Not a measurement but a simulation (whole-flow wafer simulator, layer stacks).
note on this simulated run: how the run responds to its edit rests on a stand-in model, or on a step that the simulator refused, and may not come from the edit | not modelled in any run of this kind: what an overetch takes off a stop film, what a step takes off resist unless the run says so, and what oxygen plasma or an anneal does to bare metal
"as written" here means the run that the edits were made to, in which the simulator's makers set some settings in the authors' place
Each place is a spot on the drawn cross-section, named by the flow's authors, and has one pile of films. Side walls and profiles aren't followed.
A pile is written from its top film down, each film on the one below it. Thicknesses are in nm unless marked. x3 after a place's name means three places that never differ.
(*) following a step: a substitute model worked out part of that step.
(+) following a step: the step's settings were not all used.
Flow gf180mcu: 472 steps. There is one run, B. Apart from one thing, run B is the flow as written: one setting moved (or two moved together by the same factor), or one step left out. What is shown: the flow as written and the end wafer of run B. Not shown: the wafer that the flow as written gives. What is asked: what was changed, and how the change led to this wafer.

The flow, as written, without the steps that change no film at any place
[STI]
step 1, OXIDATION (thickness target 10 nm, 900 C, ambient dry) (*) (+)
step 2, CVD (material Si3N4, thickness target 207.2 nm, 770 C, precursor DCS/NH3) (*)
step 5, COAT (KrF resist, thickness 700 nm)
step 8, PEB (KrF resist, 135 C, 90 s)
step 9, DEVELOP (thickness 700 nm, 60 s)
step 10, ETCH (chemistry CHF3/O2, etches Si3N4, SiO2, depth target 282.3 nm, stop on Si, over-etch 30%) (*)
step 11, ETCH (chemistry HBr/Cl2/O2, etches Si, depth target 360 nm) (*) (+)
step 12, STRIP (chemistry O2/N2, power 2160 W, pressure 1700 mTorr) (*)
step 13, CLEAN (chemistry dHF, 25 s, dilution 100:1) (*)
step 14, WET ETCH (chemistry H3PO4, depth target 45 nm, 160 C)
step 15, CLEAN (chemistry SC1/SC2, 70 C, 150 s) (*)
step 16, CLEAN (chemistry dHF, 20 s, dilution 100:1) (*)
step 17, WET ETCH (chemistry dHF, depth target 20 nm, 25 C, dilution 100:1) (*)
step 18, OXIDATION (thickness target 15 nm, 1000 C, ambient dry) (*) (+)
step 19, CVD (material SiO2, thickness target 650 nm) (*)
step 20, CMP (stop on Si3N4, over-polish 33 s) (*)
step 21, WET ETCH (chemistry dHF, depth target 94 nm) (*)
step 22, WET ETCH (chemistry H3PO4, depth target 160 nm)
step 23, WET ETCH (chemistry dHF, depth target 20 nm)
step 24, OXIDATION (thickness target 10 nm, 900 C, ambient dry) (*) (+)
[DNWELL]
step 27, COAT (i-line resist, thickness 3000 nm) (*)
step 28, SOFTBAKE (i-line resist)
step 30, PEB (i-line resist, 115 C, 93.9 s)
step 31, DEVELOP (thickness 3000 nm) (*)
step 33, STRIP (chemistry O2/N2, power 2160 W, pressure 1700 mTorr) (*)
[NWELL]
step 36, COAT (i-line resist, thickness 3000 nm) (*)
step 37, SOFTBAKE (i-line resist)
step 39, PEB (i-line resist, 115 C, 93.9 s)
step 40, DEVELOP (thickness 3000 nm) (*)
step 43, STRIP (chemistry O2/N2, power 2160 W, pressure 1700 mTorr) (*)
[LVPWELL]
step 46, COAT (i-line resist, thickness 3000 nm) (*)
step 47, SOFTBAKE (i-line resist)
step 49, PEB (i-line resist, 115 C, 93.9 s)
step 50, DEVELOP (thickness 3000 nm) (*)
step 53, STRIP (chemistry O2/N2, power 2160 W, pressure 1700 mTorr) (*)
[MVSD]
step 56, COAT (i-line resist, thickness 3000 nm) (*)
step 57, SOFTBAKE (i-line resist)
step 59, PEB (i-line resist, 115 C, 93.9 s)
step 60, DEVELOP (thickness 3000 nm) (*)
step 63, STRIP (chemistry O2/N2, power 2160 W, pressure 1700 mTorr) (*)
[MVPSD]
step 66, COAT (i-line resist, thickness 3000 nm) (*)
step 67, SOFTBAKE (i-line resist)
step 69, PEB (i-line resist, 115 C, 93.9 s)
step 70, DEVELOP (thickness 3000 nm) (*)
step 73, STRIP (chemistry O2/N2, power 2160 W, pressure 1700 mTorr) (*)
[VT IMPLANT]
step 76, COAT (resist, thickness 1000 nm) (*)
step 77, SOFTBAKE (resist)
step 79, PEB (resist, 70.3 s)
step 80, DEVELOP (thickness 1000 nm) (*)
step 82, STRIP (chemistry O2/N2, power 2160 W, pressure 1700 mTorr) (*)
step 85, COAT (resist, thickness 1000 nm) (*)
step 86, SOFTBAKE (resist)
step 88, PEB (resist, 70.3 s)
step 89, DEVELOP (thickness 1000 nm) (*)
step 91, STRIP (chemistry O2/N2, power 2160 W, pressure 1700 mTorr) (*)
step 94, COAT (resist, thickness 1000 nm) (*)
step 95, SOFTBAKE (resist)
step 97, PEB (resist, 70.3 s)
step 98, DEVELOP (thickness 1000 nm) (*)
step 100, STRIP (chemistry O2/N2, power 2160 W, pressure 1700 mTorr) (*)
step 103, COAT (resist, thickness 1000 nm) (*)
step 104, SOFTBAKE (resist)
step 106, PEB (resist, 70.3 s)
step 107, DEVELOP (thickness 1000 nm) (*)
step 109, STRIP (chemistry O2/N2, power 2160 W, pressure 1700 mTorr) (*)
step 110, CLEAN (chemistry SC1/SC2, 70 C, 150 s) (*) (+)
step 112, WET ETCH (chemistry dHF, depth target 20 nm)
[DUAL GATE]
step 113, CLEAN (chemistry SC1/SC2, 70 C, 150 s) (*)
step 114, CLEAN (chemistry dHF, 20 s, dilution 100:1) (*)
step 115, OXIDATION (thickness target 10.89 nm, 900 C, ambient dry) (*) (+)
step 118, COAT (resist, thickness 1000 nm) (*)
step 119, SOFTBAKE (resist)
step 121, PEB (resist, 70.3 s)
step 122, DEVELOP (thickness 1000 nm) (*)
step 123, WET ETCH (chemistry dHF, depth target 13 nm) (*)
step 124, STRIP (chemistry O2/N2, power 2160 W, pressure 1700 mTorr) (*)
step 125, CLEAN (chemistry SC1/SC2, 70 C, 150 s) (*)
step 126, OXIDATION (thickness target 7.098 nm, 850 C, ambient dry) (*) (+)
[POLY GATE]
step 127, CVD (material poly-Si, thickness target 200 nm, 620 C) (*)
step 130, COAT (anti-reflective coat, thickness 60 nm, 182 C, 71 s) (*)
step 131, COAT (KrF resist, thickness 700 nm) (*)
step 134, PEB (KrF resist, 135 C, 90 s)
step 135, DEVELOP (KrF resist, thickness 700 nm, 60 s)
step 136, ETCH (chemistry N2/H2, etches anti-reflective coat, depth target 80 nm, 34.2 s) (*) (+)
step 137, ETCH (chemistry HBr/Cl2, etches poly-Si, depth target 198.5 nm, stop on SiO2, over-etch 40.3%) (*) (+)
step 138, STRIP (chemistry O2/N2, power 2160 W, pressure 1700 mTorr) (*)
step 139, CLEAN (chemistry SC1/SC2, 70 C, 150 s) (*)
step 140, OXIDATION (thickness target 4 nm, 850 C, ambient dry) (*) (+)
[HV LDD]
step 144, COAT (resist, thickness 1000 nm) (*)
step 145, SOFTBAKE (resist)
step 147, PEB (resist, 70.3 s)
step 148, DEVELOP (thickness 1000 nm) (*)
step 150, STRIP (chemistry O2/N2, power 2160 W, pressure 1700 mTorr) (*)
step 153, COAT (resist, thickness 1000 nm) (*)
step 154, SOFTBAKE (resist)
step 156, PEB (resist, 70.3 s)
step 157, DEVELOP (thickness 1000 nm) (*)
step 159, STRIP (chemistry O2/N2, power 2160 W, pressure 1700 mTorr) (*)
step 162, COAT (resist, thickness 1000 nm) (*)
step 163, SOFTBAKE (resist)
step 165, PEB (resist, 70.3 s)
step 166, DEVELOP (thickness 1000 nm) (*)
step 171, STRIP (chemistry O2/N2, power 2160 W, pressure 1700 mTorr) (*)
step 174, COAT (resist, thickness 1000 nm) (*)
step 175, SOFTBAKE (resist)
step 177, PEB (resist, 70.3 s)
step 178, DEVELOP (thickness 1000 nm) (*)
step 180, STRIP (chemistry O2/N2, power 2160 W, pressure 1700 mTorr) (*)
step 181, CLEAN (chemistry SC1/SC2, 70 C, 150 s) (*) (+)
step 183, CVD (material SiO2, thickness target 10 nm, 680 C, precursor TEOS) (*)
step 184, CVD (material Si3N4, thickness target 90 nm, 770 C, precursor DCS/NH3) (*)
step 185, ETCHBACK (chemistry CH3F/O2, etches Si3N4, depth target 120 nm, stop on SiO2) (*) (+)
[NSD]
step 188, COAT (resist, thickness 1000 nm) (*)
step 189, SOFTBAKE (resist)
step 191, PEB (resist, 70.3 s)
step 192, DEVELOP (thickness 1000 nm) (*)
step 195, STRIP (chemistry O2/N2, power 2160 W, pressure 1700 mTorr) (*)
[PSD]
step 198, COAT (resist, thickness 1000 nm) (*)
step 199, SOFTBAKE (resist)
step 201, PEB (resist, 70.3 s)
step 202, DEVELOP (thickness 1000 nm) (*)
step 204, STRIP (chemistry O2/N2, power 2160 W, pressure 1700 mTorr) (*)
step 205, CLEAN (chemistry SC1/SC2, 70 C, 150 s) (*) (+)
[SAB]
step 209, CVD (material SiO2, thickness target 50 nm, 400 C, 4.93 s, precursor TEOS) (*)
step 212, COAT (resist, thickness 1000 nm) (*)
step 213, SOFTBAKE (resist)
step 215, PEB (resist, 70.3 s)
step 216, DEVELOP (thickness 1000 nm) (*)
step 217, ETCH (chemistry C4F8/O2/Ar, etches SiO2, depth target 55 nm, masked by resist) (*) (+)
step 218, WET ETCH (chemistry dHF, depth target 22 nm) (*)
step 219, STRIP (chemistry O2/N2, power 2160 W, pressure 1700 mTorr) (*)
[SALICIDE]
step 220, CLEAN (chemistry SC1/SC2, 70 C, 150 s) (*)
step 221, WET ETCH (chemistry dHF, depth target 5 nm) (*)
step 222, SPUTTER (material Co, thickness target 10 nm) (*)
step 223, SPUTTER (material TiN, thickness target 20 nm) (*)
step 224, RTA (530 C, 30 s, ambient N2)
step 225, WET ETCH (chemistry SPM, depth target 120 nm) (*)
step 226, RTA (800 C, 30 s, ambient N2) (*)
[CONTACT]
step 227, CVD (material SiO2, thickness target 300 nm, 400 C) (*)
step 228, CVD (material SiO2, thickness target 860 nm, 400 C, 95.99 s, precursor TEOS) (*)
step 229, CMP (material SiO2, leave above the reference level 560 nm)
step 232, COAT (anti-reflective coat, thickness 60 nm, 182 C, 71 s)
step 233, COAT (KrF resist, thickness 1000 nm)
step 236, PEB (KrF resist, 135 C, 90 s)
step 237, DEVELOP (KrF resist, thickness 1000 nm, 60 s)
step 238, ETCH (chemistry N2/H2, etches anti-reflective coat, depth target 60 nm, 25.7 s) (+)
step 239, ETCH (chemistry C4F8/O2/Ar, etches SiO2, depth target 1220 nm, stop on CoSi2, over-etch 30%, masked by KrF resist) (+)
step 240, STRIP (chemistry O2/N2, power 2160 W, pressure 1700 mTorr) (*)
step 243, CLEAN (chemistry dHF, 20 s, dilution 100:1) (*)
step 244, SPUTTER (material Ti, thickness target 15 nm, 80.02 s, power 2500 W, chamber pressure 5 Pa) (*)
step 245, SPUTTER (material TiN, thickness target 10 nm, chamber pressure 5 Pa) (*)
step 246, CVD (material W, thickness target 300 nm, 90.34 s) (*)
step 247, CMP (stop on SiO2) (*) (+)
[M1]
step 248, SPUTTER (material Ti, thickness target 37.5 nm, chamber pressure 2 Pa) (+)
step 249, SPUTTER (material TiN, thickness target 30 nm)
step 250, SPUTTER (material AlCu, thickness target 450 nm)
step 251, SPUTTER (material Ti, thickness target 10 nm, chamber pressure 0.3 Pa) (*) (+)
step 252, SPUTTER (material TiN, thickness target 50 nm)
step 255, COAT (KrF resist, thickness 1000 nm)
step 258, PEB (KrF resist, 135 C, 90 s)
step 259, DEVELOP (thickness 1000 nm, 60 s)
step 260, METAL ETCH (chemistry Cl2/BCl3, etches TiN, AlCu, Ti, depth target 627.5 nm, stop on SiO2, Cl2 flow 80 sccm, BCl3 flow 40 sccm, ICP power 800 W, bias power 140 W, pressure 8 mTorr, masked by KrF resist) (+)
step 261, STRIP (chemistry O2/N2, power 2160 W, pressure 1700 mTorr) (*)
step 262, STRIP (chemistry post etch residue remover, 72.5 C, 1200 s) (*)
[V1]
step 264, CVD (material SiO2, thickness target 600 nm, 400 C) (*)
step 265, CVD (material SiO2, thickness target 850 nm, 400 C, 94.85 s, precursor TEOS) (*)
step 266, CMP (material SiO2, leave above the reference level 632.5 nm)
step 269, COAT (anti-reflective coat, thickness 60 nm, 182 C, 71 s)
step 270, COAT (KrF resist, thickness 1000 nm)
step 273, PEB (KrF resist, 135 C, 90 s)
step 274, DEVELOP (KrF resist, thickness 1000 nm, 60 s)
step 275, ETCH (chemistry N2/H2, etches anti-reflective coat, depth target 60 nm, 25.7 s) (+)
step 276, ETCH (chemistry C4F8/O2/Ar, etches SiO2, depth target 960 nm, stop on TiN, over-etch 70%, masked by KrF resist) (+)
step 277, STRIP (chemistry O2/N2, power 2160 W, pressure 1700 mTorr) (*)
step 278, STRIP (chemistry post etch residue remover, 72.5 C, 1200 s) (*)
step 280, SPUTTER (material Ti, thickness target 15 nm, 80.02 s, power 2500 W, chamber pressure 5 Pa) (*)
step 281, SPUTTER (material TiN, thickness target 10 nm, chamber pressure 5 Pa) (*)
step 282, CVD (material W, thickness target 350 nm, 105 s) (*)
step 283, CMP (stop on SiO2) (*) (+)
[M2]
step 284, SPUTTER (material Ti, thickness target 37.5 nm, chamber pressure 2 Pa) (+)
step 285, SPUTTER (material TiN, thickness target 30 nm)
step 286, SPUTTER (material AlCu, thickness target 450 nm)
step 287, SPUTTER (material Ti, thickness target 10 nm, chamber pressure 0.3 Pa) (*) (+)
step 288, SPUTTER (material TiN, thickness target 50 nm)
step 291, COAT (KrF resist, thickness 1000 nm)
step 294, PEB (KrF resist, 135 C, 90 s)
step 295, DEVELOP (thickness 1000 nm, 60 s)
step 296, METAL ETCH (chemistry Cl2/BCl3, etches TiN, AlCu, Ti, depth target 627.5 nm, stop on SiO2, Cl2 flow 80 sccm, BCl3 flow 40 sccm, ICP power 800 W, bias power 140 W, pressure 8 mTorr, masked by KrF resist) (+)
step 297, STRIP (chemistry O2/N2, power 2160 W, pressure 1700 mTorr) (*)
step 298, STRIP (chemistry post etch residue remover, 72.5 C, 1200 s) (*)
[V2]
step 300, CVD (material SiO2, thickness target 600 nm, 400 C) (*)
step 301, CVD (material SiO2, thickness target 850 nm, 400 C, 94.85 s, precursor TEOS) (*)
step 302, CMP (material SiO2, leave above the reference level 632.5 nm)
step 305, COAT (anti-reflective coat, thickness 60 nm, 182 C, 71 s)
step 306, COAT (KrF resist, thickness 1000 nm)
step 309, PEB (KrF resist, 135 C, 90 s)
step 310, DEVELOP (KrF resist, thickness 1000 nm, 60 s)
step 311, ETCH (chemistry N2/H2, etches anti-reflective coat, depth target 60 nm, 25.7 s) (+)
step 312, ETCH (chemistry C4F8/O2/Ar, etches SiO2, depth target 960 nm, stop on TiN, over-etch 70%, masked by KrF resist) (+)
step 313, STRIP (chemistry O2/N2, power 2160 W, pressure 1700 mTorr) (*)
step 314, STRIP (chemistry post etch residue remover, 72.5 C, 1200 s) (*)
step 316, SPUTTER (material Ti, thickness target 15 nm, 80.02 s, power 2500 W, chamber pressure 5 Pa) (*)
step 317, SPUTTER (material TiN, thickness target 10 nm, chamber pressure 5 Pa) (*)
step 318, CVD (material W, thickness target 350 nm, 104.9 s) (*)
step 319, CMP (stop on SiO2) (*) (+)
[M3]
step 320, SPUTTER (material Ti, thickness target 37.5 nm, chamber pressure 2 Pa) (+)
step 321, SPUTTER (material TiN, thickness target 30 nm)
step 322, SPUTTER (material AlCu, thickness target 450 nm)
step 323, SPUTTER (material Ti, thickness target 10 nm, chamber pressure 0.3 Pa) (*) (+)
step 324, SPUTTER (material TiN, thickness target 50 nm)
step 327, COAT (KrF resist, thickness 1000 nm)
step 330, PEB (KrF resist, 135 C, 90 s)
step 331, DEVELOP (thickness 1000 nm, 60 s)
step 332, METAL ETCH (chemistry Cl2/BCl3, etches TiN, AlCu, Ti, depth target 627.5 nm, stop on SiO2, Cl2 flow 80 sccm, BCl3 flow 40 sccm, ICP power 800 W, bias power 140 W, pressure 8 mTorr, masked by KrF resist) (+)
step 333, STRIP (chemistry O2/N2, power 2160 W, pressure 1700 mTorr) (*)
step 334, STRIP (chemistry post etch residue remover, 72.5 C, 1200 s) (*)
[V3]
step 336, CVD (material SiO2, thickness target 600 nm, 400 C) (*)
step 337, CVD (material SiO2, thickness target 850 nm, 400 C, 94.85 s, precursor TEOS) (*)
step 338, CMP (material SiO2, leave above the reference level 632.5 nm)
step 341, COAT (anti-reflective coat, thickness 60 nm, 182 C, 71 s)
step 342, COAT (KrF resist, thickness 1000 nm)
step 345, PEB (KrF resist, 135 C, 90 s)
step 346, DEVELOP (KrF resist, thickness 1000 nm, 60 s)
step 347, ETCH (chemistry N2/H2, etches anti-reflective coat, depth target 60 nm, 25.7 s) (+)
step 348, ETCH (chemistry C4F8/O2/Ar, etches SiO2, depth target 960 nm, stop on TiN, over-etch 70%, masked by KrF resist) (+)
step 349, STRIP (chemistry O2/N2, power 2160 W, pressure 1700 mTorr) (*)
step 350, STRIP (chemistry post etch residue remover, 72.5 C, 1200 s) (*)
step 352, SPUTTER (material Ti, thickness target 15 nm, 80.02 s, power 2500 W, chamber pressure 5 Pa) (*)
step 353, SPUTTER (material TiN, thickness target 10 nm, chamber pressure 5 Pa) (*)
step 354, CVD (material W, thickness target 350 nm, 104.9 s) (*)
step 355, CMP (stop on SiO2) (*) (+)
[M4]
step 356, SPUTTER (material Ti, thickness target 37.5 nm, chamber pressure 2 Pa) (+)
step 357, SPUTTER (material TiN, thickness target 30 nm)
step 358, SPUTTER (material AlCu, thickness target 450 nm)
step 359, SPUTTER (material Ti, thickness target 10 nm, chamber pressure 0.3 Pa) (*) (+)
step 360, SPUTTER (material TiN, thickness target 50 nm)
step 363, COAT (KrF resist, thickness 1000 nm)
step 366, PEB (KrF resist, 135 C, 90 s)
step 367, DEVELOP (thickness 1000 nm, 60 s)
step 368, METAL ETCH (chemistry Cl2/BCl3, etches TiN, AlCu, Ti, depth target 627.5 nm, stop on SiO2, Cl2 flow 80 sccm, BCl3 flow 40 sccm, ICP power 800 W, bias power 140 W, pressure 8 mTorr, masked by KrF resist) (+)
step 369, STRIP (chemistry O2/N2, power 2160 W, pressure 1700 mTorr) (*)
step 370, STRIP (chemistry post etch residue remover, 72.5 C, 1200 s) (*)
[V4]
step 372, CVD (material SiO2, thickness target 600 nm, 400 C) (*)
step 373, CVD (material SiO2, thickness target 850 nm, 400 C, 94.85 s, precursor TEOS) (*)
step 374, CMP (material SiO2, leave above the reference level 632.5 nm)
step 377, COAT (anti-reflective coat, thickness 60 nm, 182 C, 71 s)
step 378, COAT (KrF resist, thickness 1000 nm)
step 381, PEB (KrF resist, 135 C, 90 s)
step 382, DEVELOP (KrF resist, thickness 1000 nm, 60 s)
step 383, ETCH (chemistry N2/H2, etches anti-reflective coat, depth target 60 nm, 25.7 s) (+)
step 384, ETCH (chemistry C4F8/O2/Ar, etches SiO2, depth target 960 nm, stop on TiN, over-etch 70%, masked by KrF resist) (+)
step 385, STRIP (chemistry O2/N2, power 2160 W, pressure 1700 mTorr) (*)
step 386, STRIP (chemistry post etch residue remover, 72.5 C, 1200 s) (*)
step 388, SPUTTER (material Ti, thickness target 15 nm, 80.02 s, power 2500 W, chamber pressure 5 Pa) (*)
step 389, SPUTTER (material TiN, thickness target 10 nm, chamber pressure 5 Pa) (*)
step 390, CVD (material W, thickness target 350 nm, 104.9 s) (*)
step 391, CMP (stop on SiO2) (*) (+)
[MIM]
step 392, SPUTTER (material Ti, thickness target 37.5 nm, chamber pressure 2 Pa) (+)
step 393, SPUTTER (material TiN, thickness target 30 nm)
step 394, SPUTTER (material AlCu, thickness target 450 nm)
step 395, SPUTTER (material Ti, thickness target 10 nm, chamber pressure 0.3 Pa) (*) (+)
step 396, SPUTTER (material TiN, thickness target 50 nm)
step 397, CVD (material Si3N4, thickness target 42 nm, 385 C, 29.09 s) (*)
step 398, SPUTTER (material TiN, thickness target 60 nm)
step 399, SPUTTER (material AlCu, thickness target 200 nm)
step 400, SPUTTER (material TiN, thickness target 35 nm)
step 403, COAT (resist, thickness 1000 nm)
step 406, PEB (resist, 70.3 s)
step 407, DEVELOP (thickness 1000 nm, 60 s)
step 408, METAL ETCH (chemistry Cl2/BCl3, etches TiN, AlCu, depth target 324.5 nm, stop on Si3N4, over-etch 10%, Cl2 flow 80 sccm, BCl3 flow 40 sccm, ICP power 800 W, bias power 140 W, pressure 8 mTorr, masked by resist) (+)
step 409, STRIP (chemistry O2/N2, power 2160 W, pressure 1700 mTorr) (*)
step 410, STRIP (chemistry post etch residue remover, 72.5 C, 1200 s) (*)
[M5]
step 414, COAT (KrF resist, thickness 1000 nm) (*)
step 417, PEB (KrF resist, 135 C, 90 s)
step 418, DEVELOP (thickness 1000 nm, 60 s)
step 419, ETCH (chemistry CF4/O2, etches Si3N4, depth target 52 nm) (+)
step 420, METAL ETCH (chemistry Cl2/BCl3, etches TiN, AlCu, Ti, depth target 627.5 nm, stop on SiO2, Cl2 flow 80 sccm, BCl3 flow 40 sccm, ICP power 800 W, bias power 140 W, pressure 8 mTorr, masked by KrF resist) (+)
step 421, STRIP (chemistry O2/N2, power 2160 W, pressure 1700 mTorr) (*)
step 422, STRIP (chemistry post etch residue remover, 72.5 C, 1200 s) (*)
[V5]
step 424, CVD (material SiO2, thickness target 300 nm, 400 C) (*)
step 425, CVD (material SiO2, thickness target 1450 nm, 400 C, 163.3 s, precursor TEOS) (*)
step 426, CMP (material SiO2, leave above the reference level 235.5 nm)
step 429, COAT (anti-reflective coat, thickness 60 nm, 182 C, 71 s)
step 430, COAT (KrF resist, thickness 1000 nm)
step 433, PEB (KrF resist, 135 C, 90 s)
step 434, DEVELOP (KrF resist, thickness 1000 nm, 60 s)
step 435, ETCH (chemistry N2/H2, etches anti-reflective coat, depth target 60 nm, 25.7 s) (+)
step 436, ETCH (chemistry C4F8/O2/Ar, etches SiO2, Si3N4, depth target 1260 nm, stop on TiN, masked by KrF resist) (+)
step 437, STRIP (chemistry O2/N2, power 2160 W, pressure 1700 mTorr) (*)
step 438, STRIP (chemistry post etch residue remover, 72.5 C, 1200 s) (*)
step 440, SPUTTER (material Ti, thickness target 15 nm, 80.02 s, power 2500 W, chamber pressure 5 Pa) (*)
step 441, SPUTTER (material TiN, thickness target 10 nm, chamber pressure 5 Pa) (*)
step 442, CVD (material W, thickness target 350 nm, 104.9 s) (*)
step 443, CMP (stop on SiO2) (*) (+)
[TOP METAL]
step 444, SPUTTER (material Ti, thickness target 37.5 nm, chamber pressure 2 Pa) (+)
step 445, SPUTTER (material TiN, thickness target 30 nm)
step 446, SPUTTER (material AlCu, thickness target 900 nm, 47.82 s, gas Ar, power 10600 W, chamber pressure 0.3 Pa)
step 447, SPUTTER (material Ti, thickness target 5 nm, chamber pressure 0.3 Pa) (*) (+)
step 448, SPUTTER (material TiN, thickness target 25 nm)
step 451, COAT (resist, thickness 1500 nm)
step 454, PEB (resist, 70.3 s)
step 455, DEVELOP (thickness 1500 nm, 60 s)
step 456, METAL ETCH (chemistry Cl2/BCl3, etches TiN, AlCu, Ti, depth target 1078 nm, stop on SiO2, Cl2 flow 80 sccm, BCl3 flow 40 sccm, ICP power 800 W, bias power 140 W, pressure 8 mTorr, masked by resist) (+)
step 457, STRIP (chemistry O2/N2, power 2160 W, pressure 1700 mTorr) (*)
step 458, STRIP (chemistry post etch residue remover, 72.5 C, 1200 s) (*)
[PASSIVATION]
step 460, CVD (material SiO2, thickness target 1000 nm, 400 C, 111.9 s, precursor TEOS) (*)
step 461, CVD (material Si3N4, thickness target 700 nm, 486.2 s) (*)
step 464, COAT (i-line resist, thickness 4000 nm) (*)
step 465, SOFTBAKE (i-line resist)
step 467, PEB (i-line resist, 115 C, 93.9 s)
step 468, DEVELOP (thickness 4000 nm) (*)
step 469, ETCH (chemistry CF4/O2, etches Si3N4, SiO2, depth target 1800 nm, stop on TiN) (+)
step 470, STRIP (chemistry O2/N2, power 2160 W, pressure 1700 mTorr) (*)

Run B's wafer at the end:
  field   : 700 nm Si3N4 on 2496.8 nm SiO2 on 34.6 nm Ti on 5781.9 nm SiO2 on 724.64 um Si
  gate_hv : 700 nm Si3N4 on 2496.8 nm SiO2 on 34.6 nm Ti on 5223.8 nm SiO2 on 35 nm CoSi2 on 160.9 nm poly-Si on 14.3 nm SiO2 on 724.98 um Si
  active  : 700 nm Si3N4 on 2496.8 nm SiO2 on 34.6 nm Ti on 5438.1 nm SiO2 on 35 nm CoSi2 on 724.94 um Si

The reason: step 394, SPUTTER: thickness target 536 nm was run, while the flow as written has thickness target 450 nm.

The path from the change to this, step by step:
  step 394, SPUTTER (material AlCu, thickness target 450 nm)
      field, field__w1, field__w2 and 108 more: AlCu gains 536 (new film) (it would be, as written: AlCu gains 450 (new film))
  step 420, METAL ETCH (chemistry Cl2/BCl3, etches TiN, AlCu, Ti, depth target 627.5 nm, stop on SiO2, Cl2 flow 80 sccm, BCl3 flow 40 sccm, ICP power 800 W, bias power 140 W, pressure 8 mTorr, masked by KrF resist) (+)
      field, field__w1, field__w2 and 101 more: TiN loses 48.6 (all of it), Ti loses 10 (all of it), AlCu loses 536 (all of it), TiN loses 30 (all of it), Ti loses 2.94 (it would be, as written: TiN loses 48.6 (all of it), Ti loses 10 (all of it), AlCu loses 450 (all of it), TiN loses 30 (all of it), Ti loses 37.5 (all of it))
  step 424, CVD (material SiO2, thickness target 300 nm, 400 C) (*)
      field, field__w1, field__w2 and 101 more: SiO2 gains 300 (new film) (it would be, as written: SiO2 gains 300)
  step 426, CMP (material SiO2, leave above the reference level 235.5 nm)
      field, field__w1, field__w5 and 92 more: SiO2 loses 249.4 (it would be, as written: SiO2 loses 300.8)
      field__w2, field__w3, field__w12 and 6 more: SiO2 loses 218.9 (it would be, as written: SiO2 loses 272.7)
With metal films that touch counted as one body, field has 1 body; the flow as written gives 0 bodies.
With metal films that touch counted as one body, gate_hv has 2 bodies (between them, from the top down: SiO2 5223.8); the flow as written gives 1 body.
With metal films that touch counted as one body, active has 2 bodies (between them, from the top down: SiO2 5438.1); the flow as written gives 1 body.
